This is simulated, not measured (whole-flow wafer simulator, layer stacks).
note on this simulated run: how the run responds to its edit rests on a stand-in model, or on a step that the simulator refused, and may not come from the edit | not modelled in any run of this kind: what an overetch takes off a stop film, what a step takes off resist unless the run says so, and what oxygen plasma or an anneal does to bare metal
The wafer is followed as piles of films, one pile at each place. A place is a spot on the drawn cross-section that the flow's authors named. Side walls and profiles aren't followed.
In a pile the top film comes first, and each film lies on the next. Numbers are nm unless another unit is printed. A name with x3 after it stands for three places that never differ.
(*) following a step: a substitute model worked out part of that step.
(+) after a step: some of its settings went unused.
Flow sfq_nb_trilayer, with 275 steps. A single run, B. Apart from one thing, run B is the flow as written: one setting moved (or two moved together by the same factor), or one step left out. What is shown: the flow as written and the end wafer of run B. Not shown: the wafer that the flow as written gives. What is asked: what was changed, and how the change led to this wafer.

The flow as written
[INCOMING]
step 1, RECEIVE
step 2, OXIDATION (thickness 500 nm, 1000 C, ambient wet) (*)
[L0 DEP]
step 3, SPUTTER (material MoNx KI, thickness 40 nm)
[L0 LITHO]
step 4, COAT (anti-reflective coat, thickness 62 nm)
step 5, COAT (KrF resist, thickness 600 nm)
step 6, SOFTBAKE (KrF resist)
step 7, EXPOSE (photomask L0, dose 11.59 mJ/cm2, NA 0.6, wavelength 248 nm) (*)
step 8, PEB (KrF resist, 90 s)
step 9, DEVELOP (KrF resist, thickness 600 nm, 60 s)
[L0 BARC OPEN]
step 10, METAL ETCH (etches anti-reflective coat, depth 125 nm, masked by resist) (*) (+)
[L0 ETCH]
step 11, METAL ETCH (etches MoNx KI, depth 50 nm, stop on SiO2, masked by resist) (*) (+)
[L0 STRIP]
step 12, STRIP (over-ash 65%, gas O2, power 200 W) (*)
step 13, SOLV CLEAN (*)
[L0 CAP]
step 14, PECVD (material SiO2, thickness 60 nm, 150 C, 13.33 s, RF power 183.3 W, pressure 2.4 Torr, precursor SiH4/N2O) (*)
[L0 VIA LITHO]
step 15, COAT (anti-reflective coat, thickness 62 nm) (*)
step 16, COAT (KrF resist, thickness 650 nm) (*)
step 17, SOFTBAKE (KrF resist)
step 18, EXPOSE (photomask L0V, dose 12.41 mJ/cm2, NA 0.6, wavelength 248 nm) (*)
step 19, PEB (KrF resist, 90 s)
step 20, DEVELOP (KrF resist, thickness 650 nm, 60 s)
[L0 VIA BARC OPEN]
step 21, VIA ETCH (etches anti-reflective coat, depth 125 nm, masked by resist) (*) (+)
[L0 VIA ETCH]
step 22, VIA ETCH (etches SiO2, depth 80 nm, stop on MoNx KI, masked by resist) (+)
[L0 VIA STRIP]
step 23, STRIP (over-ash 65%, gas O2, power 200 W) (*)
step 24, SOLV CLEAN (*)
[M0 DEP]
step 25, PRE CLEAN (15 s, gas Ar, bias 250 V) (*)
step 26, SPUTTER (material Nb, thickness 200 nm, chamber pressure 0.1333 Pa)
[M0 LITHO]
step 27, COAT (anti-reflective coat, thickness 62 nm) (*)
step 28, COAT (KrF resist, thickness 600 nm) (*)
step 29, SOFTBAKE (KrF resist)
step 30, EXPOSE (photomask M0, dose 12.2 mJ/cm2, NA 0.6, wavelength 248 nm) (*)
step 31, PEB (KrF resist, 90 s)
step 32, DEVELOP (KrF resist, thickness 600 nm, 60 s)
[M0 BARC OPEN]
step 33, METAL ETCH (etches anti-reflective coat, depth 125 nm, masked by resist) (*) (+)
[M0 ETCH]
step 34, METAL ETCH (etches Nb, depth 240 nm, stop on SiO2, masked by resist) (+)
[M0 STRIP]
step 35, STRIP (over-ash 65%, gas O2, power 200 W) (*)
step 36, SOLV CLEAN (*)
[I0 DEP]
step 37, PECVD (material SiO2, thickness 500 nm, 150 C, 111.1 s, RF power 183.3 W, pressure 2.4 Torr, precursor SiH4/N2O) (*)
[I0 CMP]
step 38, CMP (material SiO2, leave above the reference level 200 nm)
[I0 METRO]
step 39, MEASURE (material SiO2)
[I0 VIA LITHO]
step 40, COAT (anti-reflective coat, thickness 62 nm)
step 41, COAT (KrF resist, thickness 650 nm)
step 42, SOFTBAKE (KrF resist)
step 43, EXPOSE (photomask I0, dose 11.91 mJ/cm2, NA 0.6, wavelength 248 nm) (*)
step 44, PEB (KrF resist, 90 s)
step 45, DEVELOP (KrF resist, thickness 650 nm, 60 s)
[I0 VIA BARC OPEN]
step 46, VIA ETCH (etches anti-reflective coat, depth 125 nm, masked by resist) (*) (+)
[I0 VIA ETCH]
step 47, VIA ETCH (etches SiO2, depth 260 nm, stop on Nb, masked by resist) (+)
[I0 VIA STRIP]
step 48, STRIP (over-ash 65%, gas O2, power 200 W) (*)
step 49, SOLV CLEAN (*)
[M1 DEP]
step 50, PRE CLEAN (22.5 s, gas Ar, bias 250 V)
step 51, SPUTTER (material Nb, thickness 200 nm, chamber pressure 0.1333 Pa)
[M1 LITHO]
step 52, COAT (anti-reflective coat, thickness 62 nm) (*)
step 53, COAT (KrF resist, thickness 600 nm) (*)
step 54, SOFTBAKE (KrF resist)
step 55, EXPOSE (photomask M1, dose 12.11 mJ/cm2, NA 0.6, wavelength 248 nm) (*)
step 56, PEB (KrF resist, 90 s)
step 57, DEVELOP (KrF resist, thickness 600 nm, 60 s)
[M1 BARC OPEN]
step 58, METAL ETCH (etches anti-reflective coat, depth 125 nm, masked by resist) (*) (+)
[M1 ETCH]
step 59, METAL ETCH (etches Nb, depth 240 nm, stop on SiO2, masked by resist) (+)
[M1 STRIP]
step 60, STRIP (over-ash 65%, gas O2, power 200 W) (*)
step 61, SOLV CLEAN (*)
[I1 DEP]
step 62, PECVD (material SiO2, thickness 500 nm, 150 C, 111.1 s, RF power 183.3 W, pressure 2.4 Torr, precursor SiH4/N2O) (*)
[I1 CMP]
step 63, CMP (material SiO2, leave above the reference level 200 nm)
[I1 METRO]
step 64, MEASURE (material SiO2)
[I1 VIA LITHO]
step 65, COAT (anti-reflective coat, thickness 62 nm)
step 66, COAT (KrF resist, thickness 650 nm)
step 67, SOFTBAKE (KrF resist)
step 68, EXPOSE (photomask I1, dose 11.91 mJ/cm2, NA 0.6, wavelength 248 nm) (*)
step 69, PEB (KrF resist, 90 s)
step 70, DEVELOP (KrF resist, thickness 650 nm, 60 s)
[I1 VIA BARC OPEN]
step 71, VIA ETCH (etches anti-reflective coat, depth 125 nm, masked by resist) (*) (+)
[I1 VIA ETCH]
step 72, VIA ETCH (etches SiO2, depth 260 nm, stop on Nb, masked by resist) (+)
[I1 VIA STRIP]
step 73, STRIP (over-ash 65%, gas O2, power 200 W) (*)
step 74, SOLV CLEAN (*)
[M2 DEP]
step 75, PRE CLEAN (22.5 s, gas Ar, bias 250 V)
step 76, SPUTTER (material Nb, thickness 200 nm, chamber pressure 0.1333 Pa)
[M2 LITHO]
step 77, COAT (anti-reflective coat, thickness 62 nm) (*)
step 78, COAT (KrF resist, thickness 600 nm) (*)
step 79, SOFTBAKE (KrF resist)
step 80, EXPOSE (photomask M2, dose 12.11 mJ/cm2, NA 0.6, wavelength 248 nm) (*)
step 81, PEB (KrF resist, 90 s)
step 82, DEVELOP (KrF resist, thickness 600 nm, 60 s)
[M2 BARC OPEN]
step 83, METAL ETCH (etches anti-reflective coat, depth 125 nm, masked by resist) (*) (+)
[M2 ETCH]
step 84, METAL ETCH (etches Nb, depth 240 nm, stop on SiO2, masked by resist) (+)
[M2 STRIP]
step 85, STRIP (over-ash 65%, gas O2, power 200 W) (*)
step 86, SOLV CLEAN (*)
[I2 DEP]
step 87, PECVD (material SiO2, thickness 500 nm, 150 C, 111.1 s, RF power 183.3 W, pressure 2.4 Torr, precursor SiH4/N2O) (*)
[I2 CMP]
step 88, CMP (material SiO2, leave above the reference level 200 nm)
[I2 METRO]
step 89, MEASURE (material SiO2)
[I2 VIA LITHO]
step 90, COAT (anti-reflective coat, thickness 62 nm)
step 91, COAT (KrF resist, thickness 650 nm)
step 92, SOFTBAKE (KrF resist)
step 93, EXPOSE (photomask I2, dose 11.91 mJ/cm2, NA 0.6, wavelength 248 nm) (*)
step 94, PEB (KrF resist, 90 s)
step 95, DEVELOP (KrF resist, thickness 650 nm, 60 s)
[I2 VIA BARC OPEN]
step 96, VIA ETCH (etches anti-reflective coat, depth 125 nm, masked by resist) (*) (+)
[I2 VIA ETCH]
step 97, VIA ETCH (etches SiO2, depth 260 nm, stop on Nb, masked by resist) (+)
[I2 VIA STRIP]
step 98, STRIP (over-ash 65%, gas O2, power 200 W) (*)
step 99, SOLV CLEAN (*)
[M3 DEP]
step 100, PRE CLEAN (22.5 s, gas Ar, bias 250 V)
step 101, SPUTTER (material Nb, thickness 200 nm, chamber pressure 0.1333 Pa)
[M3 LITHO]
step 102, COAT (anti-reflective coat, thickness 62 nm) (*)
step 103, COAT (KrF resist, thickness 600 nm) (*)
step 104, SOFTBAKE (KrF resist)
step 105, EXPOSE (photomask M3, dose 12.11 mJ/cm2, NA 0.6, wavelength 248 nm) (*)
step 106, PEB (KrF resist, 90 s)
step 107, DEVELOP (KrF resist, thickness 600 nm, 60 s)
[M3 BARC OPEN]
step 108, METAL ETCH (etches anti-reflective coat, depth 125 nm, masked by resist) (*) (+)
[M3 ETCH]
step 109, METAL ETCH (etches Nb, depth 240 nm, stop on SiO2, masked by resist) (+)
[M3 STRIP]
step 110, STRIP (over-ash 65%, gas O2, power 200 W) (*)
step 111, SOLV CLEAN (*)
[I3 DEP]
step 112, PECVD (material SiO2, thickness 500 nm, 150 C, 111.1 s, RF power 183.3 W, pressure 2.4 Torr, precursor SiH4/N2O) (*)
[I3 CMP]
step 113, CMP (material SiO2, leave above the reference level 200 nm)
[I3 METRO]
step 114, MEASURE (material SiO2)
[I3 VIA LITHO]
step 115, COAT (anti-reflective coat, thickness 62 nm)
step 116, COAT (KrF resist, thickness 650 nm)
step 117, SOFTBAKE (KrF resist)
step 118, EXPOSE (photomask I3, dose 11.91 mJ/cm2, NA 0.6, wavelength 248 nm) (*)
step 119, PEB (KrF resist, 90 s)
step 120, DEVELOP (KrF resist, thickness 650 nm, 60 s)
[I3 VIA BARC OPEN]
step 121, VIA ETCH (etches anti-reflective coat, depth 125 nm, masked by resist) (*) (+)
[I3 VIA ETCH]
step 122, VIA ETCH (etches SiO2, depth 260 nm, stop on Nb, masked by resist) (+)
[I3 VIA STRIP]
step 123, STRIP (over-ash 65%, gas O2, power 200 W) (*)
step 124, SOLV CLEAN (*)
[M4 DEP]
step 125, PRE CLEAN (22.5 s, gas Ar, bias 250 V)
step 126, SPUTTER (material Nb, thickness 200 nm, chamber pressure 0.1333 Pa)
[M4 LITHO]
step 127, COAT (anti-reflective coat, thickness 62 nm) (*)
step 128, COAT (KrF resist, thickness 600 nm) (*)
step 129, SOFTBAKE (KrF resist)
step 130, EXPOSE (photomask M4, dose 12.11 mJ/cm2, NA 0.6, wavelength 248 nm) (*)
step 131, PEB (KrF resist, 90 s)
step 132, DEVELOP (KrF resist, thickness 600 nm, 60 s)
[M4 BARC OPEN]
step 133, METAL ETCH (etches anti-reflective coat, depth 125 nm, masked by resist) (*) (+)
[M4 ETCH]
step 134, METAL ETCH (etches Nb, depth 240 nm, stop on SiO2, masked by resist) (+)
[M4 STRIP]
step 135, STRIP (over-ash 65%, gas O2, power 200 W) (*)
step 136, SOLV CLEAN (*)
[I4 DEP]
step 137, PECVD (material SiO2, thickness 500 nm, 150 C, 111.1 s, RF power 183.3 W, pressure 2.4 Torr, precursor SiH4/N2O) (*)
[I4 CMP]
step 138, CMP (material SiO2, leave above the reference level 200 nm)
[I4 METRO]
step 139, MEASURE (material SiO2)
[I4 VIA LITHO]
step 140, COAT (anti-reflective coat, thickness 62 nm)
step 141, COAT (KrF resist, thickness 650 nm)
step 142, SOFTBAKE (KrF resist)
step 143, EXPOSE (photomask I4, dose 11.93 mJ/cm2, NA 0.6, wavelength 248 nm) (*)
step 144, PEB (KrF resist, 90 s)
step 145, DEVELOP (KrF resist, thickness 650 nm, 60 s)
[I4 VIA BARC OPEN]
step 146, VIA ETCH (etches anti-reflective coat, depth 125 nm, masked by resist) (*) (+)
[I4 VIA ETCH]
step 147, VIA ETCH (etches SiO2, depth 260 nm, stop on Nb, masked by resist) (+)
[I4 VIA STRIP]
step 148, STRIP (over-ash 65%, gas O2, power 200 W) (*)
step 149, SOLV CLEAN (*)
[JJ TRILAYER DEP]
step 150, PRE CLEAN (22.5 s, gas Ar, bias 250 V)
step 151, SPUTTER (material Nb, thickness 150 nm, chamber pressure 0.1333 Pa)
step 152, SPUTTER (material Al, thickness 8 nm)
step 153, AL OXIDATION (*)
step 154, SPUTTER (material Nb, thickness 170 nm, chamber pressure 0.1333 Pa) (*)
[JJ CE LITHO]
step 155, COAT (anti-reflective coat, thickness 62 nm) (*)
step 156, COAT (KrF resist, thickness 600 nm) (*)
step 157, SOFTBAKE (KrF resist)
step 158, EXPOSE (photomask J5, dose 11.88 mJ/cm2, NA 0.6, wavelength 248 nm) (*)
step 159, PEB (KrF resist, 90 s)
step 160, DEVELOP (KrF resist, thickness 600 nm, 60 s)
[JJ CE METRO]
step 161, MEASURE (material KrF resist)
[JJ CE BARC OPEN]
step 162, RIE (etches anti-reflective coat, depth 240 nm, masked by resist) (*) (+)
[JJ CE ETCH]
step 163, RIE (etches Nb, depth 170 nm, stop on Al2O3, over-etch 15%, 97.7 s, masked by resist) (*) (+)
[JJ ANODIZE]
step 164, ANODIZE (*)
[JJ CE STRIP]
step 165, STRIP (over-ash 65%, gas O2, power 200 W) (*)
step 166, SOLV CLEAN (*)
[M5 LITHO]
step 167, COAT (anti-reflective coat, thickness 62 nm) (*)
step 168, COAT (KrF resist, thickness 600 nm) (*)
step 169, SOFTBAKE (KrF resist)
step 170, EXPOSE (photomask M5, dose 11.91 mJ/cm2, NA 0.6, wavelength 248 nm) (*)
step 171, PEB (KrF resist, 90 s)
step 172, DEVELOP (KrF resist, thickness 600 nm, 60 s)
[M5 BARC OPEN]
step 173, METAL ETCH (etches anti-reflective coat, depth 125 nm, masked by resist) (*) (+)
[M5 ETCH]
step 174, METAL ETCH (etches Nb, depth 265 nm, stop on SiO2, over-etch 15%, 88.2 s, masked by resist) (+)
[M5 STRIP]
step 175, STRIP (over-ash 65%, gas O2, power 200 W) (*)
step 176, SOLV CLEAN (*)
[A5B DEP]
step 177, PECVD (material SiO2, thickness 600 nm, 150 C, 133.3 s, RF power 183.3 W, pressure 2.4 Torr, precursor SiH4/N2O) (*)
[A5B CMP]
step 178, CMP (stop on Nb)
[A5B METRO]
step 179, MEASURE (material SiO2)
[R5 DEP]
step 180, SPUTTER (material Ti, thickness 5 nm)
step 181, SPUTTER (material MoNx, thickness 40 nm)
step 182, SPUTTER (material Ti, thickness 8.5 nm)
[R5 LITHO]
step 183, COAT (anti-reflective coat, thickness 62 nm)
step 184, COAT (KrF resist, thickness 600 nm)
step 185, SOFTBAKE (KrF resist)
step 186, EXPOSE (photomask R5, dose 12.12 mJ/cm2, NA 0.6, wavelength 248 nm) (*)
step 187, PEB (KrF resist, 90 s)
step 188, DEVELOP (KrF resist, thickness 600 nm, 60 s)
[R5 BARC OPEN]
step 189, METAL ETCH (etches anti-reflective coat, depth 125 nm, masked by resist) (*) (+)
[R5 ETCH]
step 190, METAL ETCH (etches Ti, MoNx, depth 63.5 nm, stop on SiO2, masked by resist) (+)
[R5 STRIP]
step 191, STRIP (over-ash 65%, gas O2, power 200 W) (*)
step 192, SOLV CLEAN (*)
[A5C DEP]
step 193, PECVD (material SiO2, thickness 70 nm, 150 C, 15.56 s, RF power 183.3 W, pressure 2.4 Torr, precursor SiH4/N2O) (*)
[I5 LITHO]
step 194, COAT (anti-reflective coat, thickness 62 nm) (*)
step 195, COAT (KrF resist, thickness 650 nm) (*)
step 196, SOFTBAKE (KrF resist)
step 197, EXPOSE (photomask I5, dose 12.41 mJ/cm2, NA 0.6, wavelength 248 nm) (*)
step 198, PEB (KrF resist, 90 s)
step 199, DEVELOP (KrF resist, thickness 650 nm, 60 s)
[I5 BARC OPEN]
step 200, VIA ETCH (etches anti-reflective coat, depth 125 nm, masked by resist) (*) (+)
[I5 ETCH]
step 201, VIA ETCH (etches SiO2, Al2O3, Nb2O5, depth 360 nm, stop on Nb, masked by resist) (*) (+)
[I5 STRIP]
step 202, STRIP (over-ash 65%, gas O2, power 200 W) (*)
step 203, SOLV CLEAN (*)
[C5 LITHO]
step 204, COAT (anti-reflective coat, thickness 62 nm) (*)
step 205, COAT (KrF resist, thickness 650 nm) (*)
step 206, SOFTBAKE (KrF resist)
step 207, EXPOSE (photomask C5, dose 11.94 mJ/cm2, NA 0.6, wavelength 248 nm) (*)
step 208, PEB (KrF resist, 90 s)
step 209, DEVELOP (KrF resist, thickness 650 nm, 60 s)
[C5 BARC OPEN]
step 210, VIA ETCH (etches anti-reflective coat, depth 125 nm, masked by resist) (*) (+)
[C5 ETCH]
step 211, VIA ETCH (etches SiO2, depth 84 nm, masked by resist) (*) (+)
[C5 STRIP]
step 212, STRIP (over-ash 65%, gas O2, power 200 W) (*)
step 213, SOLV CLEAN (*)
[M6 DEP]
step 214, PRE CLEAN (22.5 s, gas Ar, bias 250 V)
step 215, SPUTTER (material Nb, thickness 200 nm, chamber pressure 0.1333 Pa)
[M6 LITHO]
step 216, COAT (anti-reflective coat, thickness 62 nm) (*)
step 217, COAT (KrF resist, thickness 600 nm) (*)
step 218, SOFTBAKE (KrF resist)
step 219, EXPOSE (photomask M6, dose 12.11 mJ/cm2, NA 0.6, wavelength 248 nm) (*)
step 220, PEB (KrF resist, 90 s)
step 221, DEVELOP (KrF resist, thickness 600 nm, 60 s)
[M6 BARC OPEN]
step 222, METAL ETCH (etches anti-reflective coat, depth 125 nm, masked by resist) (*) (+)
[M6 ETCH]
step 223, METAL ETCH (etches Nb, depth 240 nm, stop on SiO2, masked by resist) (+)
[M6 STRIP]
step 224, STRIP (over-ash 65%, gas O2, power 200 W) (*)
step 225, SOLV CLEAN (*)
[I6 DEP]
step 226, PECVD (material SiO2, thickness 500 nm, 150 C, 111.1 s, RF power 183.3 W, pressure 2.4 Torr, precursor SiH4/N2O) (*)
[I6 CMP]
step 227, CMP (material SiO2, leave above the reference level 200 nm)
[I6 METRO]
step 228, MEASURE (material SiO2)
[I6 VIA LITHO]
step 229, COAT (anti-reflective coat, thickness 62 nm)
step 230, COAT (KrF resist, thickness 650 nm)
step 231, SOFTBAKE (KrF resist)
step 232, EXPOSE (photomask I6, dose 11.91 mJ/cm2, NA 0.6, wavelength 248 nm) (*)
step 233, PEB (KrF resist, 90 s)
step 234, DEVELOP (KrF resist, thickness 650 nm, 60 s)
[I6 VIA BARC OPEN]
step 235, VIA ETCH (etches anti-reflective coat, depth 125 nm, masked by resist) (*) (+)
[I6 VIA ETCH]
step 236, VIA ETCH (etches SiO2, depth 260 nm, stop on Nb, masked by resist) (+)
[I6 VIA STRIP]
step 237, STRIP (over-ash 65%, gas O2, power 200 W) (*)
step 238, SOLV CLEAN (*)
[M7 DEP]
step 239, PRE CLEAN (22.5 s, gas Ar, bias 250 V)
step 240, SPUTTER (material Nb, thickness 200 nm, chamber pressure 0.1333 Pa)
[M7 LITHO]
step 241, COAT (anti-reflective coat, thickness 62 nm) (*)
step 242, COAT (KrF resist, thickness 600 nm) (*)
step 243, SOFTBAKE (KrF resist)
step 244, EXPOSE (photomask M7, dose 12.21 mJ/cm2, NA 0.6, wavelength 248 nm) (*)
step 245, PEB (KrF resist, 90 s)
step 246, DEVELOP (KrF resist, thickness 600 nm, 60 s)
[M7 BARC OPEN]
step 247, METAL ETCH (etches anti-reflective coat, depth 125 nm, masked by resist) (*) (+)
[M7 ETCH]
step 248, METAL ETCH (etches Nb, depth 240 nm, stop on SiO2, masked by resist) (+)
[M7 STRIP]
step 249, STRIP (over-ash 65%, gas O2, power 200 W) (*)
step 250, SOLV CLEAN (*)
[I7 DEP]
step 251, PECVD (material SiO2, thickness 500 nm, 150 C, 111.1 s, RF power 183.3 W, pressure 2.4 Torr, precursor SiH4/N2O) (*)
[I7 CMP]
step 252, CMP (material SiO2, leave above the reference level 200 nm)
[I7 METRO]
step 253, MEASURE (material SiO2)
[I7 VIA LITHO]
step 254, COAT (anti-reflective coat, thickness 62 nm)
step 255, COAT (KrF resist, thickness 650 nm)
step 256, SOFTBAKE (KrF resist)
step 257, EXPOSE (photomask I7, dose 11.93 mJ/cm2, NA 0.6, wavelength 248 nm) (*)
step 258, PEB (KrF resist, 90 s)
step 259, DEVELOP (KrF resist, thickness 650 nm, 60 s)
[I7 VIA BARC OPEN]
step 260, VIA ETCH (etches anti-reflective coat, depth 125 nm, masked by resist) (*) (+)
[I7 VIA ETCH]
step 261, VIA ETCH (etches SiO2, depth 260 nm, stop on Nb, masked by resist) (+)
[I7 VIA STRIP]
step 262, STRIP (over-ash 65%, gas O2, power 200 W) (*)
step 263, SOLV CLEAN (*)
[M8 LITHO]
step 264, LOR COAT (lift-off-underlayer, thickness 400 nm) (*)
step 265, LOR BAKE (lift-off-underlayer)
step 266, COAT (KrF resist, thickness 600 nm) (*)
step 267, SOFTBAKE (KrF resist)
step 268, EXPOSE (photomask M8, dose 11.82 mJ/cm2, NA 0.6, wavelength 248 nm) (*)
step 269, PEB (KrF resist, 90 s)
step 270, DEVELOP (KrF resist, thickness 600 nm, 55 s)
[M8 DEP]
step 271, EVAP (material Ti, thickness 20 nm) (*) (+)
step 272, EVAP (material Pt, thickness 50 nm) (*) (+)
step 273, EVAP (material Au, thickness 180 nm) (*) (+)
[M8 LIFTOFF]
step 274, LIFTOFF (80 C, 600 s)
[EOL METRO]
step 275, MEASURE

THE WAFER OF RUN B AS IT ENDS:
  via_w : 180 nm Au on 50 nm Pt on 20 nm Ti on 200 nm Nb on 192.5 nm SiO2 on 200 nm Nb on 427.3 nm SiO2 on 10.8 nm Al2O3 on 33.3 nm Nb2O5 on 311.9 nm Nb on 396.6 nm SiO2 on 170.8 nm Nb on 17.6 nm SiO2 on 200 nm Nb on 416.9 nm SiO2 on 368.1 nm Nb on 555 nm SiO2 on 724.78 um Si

The reason: step 97, VIA ETCH: depth 174.7 nm was run, though the flow has depth 260 nm.

Step by step, how the change led to this:
  step 97, VIA ETCH (etches SiO2, depth 260 nm, stop on Nb, masked by resist) (+)
      via_w: SiO2 loses 174.7 (it would be, as written: SiO2 loses 199.8 (all of it))
      field_l, v_sur, via_wl and 102 more: KrF resist loses 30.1 (it would be, as written: KrF resist loses 44.8)
  step 98, STRIP (over-ash 65%, gas O2, power 200 W) (*)
      field_l, v_sur, via_wl and 102 more: KrF resist loses 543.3 (all of it), anti-reflective coat loses 62 (all of it) (it would be, as written: KrF resist loses 528.6 (all of it), anti-reflective coat loses 62 (all of it))
  step 100, PRE CLEAN (22.5 s, gas Ar, bias 250 V)
      via_w: SiO2 loses 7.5 (it would be, as written: Nb loses 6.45)
  step 101, SPUTTER (material Nb, thickness 200 nm, chamber pressure 0.1333 Pa)
      via_w: Nb gains 170.8 (new film) (it would be, as written: Nb gains 165.5)
  step 102, COAT (anti-reflective coat, thickness 62 nm) (*)
      via_wl, via_wr: anti-reflective coat gains 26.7 (new film) (it would be, as written: anti-reflective coat gains 34.2 (new film))
      v_sur: anti-reflective coat gains 58.5 (new film) (it would be, as written: anti-reflective coat gains 61.1 (new film))
      (also at 1 further place)
  step 103, COAT (KrF resist, thickness 600 nm) (*)
      via_w: KrF resist gains 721 (new film) (it would be, as written: KrF resist gains 737.9 (new film))
  step 110, STRIP (over-ash 65%, gas O2, power 200 W) (*)
      v_sur: KrF resist loses 367.8 (all of it), anti-reflective coat loses 58.5 (all of it) (it would be, as written: KrF resist loses 365.3 (all of it), anti-reflective coat loses 61.1 (all of it))
      via_wl: KrF resist loses 392.1 (all of it), anti-reflective coat loses 26.7 (all of it) (it would be, as written: KrF resist loses 384.2 (all of it), anti-reflective coat loses 34.2 (all of it))
      (also at 2 further places)
  step 112, PECVD (material SiO2, thickness 500 nm, 150 C, 111.1 s, RF power 183.3 W, pressure 2.4 Torr, precursor SiH4/N2O) (*)
      via_w: SiO2 gains 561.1 (new film) (it would be, as written: SiO2 gains 615 (new film))
  step 113, CMP (material SiO2, leave above the reference level 200 nm)
      via_w: SiO2 loses 157.1 (it would be, as written: SiO2 loses 181.6)
If metal films that touch count as one body, via_w has 6 bodies (between them, from the top down: SiO2 192.5; SiO2 427.3 / Al2O3 10.8 / Nb2O5 33.3; SiO2 396.6; SiO2 17.6; SiO2 416.9); the flow as written gives 5 bodies (between them, from the top down: SiO2 192.5; SiO2 427.3 / Al2O3 10.8 / Nb2O5 33.3; SiO2 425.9; SiO2 416.9).
